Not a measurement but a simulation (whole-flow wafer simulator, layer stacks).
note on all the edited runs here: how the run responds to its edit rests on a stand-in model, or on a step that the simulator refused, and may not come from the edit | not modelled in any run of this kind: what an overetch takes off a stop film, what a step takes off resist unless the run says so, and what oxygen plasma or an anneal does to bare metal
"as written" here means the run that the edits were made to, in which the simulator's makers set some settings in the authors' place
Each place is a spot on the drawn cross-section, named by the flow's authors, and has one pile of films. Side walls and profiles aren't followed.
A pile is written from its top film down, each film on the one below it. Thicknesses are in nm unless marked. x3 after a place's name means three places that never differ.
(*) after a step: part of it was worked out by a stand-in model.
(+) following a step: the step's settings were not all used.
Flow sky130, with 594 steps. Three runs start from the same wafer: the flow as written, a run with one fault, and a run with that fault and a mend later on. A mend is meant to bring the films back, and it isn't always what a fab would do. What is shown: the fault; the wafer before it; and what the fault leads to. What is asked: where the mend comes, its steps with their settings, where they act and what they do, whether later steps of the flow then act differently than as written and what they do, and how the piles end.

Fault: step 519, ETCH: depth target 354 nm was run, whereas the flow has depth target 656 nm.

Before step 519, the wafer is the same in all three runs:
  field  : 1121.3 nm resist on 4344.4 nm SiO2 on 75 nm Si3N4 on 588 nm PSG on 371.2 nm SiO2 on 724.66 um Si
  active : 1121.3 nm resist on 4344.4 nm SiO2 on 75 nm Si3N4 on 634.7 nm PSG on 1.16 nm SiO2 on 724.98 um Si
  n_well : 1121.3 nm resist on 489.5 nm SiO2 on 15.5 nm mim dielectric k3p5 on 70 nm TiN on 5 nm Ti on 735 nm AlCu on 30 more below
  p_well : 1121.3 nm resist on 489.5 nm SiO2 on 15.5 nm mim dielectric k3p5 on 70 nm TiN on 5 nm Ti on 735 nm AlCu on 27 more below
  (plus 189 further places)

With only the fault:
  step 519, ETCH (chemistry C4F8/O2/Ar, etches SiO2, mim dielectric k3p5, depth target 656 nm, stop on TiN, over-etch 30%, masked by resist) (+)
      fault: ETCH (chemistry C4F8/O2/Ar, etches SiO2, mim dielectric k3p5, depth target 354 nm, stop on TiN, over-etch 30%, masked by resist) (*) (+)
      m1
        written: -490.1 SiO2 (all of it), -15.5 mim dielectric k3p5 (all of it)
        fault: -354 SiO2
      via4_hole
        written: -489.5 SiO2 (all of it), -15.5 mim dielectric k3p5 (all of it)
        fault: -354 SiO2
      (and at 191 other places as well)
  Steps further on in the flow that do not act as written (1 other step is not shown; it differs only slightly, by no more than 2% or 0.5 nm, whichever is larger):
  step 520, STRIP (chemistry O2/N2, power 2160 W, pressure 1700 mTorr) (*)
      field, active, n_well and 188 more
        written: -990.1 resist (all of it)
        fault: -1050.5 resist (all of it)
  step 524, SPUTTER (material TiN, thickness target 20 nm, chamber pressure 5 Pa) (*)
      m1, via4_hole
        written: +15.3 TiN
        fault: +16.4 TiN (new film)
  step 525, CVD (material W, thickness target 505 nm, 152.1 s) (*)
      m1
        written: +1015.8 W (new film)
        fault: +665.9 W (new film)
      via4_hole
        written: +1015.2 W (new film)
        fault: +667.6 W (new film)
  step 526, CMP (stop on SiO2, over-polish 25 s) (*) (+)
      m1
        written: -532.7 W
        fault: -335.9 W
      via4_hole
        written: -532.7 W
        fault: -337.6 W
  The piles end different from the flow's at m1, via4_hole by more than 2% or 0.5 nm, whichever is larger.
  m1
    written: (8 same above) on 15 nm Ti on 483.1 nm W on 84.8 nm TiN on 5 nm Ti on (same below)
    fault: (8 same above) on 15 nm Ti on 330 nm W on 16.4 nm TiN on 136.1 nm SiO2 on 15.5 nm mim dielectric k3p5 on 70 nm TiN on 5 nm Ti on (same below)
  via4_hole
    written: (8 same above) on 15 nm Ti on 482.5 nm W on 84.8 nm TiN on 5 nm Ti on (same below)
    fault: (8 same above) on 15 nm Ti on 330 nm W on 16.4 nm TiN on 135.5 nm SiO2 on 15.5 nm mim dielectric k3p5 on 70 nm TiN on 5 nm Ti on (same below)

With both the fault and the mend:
  The mend follows step 521.
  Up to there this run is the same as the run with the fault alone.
  step 521a, DEHYDRATE (200 C, 60 s) (the flow's step 512 again)
      does not change any film at any place that is followed
  step 521b, HMDS (120 C, 60 s) (the flow's step 513 again)
      does not change any film at any place that is followed
  step 521c, COAT (resist, thickness 1140 nm) (*) (the flow's step 514 again)
      gate_hv, mim, dice_street and 116 more
        +1140 resist (new film)
      n_well, p_well, sd_n and 6 more
        +1139.5 resist (new film)
      gate_lvt_sd, gate_p_sd, active_p, gate_p_hvt_sd, active_p_hvt, active_p_lvt, field_nw
        +1139.7 resist (new film)
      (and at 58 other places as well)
  step 521d, SOFTBAKE (resist) (the flow's step 515 again)
      active
        +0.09 resist
      gate
        +0.14 resist
      spacer
        +0.12 resist
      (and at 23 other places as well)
  step 521e, EXPOSE (photomask VIM4, dose 133.8 mJ/cm2, NA 0.6, wavelength 365 nm) (*) (the flow's step 516 again)
      does not change any film at any place that is followed
  step 521f, PEB (resist, 70.3 s) (the flow's step 517 again)
      field, active, n_well and 172 more
        -18.7 resist
      pwell_dnw, gate_p, poly_endcap, via1_hole, via1_enc, via2_hole, via2_enc
        -18.6 resist
      nwell_res, pplus_nw, iso_guard, via3_hole, via3_enc, sonos_guard
        -18.5 resist
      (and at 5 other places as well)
  step 521g, DEVELOP (resist, thickness 1140 nm, developer TMAH-0.26N, 60 s) (the flow's step 518 again)
      field, varactor_hvt, gate_lvt, gate_hv_nvt, drift_pwde, pnp_par_nw, gate_lg05, gate_lvt_sd
        -0.02 resist
      m1
        -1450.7 resist (all of it)
      via4_hole
        -1450.3 resist (all of it)
  step 521h, ETCH (chemistry C4F8/O2/Ar, etches SiO2, mim dielectric k3p5, depth target 302 nm, stop on TiN, over-etch 30%, masked by resist) (+) (the flow's step 519 again, with other settings)
      field, active, n_well and 188 more
        -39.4 resist
      m1
        -136.1 SiO2 (all of it), -15.5 mim dielectric k3p5 (all of it)
      via4_hole
        -135.5 SiO2 (all of it), -15.5 mim dielectric k3p5 (all of it)
  step 521i, STRIP (chemistry O2/N2, power 2160 W, pressure 1700 mTorr) (*) (the flow's step 520 again)
      gate_hv, mim, dice_street and 116 more
        -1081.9 resist (all of it)
      n_well, p_well, sd_n and 8 more
        -1081.3 resist (all of it)
      vpp_tail, gate_hv_sd, active_hv5, spacer_hv5, gate_p_g5v0_sd, spacer_p_g5v0
        -1081.7 resist (all of it)
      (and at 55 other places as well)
  step 521j, STRIP (chemistry post etch residue remover, 72.5 C, 1200 s) (*) (the flow's step 521 again)
      m1, via4_hole
        -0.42 TiN
  Later steps of the flow that are run all act as written at every place that is followed.
  At every place that both follow, the piles at the end match the flow's.
